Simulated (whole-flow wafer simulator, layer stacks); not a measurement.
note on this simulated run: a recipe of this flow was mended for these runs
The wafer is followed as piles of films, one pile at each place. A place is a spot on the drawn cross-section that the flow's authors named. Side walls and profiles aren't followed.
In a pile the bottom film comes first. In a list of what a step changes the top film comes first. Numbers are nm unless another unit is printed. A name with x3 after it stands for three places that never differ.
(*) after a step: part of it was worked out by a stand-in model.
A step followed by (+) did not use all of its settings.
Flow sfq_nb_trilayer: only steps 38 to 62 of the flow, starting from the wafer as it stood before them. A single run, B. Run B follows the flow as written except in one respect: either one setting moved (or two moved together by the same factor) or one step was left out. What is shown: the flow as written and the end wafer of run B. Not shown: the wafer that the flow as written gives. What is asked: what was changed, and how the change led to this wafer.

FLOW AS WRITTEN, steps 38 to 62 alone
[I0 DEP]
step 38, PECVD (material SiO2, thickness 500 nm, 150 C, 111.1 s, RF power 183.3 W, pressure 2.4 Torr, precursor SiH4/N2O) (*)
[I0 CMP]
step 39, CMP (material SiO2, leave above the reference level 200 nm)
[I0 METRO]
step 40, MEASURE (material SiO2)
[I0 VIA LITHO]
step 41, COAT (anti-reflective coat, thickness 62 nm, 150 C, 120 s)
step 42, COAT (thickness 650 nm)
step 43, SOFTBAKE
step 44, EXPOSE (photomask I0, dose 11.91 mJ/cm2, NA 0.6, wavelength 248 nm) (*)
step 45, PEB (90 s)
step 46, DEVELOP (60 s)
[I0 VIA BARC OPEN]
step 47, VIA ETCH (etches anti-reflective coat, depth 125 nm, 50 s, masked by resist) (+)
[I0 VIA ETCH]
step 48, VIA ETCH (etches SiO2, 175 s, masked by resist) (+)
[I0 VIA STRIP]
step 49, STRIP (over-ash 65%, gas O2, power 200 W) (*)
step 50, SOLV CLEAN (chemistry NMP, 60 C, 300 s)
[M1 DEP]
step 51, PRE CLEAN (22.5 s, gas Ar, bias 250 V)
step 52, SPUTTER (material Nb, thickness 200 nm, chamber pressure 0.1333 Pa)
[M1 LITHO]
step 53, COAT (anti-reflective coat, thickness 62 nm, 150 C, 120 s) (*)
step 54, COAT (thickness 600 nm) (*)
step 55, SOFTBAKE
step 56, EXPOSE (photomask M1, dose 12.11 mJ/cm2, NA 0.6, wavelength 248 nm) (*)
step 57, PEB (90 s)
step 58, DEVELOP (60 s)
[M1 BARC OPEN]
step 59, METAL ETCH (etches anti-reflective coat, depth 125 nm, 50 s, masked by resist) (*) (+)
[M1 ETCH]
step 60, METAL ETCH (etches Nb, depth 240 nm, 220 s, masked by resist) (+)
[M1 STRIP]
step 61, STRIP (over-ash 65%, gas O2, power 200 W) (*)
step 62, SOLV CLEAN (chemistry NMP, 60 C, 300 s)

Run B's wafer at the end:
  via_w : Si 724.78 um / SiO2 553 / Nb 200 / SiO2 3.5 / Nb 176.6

What caused this: step 48, VIA ETCH: 127 s was run, while the flow as written has 175 s.

The path from the change to this, step by step:
  step 48, VIA ETCH (etches SiO2, 175 s, masked by resist) (+)
      via_w: -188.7 SiO2 (as written it would have been: -199.7 SiO2 (all of it), -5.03 Nb)
      field_l, v_sur, via_wl and 102 more: -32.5 KrF-resist-other-grade (as written it would have been: -44.8 KrF-resist-other-grade)
  step 49, STRIP (over-ash 65%, gas O2, power 200 W) (*)
      field_l, v_sur, via_wl and 102 more: -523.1 KrF-resist-other-grade (all of it), -62 anti-reflective coat (all of it) (as written it would have been: -510.8 KrF-resist-other-grade (all of it), -62 anti-reflective coat (all of it))
  step 51, PRE CLEAN (22.5 s, gas Ar, bias 250 V)
      via_w: -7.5 SiO2 (as written it would have been: -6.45 Nb)
  step 52, SPUTTER (material Nb, thickness 200 nm, chamber pressure 0.1333 Pa)
      via_w: +176.6 Nb (new film) (as written it would have been: +172.8 Nb)
  step 53, COAT (anti-reflective coat, thickness 62 nm, 150 C, 120 s) (*)
      via_w: +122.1 anti-reflective coat (new film) (as written it would have been: +125.2 anti-reflective coat (new film))
      via_wr: +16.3 anti-reflective coat (new film) (as written it would have been: +17 anti-reflective coat (new film))
  step 61, STRIP (over-ash 65%, gas O2, power 200 W) (*)
      via_w: -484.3 KrF-resist-other-grade (all of it), -122.1 anti-reflective coat (all of it) (as written it would have been: -497.4 KrF-resist-other-grade (all of it), -125.2 anti-reflective coat (all of it))
      via_wr: -384.5 KrF-resist-other-grade (all of it), -16.3 anti-reflective coat (all of it) (as written it would have been: -381.9 KrF-resist-other-grade (all of it), -17 anti-reflective coat (all of it))
If metal films that touch count as one body, via_w has 2 bodies (between them, from the top down: SiO2 3.5); the flow as written gives 1 body.
